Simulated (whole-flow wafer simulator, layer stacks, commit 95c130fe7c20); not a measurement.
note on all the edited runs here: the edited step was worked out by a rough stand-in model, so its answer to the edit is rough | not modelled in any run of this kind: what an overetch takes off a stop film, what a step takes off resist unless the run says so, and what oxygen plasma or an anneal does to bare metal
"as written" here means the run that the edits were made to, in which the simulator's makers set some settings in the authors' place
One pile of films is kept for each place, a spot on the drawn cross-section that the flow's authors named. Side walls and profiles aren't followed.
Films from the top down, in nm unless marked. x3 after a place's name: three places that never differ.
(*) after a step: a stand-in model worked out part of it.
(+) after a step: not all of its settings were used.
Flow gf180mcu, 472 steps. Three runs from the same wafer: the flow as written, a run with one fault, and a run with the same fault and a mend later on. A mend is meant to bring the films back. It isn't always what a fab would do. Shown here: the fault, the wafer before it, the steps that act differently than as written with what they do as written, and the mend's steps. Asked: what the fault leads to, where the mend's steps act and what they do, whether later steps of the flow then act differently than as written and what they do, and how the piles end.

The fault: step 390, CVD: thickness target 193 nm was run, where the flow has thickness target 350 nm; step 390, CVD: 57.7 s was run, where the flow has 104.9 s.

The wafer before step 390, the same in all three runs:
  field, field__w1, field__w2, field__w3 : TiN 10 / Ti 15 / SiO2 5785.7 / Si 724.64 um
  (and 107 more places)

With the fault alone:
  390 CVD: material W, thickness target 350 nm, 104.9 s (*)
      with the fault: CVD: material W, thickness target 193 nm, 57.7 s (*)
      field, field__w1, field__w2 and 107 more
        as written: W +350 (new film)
        with the fault: W +193.8 (new film)
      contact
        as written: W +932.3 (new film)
        with the fault: W +776.1 (new film)
  Later steps of the flow that act differently than as written:
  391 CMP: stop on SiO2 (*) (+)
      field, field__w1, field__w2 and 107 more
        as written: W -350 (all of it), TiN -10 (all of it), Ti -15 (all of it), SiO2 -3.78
        with the fault: W -193.8 (all of it), TiN -10 (all of it), Ti -15 (all of it), SiO2 -2.21
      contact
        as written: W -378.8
        with the fault: W -221.1
  At the end the piles differ from the flow's only slightly at the places that both follow, by at most 2% or 0.5 nm, whichever is larger.

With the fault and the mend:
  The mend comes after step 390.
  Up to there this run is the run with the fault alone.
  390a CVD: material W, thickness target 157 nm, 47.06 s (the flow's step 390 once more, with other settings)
      field, field__w1, field__w2 and 108 more
        W +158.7
  No later step of the flow acts differently than as written, at any place that is followed, by more than 2% or 0.5 nm, whichever is larger.
  At the end the piles differ from the flow's only slightly at the places that both follow, by at most 2% or 0.5 nm, whichever is larger.
